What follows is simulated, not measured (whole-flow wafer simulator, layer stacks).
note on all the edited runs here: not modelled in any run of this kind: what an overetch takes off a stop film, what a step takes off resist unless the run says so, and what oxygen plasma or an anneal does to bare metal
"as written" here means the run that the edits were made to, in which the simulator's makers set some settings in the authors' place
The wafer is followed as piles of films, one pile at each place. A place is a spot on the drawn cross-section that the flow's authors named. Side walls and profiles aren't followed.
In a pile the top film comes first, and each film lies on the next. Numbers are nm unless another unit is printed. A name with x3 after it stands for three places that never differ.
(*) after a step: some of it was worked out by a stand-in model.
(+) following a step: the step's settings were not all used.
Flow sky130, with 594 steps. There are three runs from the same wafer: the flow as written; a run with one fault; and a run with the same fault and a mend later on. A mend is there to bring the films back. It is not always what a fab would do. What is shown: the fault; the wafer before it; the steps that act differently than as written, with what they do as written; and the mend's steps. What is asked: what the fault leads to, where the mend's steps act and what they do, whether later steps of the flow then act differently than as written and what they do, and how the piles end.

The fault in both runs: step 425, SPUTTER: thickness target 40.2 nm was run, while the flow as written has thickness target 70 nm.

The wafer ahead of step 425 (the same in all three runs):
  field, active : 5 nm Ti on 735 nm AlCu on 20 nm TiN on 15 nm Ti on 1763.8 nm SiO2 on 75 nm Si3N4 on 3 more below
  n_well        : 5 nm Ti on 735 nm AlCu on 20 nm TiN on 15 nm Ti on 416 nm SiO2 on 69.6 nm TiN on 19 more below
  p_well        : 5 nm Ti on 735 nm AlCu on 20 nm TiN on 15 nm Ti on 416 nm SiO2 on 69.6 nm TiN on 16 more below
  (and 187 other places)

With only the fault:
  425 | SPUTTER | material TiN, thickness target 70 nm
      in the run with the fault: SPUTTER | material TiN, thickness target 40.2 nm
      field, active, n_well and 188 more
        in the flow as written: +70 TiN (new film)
        in the run with the fault: +40.2 TiN (new film)
  Later steps of the flow acting differently than as written (14 more steps, not shown, differ only slightly: by at most 2% or 0.5 nm, whichever is larger):
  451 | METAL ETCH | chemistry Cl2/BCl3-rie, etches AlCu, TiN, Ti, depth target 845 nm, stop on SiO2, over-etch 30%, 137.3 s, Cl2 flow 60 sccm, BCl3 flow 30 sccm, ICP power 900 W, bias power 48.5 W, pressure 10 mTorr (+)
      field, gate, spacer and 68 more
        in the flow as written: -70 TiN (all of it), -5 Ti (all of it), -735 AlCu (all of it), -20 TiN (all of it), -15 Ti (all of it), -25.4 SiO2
        in the run with the fault: -40.2 TiN (all of it), -5 Ti (all of it), -735 AlCu (all of it), -20 TiN (all of it), -15 Ti (all of it), -28.3 SiO2
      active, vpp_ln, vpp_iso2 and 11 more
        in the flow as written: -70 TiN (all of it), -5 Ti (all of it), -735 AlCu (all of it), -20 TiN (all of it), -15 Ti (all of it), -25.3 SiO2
        in the run with the fault: -40.2 TiN (all of it), -5 Ti (all of it), -735 AlCu (all of it), -20 TiN (all of it), -15 Ti (all of it), -28.3 SiO2
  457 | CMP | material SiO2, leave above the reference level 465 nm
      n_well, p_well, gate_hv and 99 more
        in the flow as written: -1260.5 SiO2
        in the run with the fault: -1230.7 SiO2
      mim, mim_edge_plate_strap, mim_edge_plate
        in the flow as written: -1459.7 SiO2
        in the run with the fault: -1429.9 SiO2
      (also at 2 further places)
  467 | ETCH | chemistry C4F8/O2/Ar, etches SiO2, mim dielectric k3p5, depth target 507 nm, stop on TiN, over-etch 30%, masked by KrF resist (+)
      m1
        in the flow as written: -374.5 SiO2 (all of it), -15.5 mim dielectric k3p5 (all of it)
        in the run with the fault: -404.3 SiO2 (all of it), -15.5 mim dielectric k3p5 (all of it)
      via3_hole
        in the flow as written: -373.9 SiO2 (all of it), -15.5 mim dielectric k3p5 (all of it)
        in the run with the fault: -403.7 SiO2 (all of it), -15.5 mim dielectric k3p5 (all of it)
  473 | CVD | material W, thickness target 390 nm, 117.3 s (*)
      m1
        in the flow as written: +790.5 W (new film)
        in the run with the fault: +820.7 W (new film)
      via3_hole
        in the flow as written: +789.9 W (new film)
        in the run with the fault: +820.1 W (new film)
  By the end, the piles at n_well, p_well, gate_hv and 104 more depart from the flow's by more than 2% or 0.5 nm, whichever is larger.
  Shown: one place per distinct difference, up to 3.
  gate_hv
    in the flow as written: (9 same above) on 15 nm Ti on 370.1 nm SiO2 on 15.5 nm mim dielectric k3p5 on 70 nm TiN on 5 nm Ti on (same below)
    in the run with the fault: (9 same above) on 15 nm Ti on 399.9 nm SiO2 on 15.5 nm mim dielectric k3p5 on 40.2 nm TiN on 5 nm Ti on (same below)
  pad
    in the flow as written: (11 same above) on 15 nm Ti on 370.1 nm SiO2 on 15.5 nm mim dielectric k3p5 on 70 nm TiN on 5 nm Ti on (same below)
    in the run with the fault: (11 same above) on 15 nm Ti on 399.9 nm SiO2 on 15.5 nm mim dielectric k3p5 on 40.2 nm TiN on 5 nm Ti on (same below)
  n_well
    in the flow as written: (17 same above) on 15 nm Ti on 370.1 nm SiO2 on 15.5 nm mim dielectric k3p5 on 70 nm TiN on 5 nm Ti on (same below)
    in the run with the fault: (17 same above) on 15 nm Ti on 399.9 nm SiO2 on 15.5 nm mim dielectric k3p5 on 40.2 nm TiN on 5 nm Ti on (same below)

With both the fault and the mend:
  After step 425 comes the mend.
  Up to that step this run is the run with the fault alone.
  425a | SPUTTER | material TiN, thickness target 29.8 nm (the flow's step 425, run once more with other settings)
      field, active, n_well and 188 more
        +29.8 TiN
  Every later step of the flow that is run acts as written at every place that is followed.
  At every place that both follow, the piles at the end match the flow's.
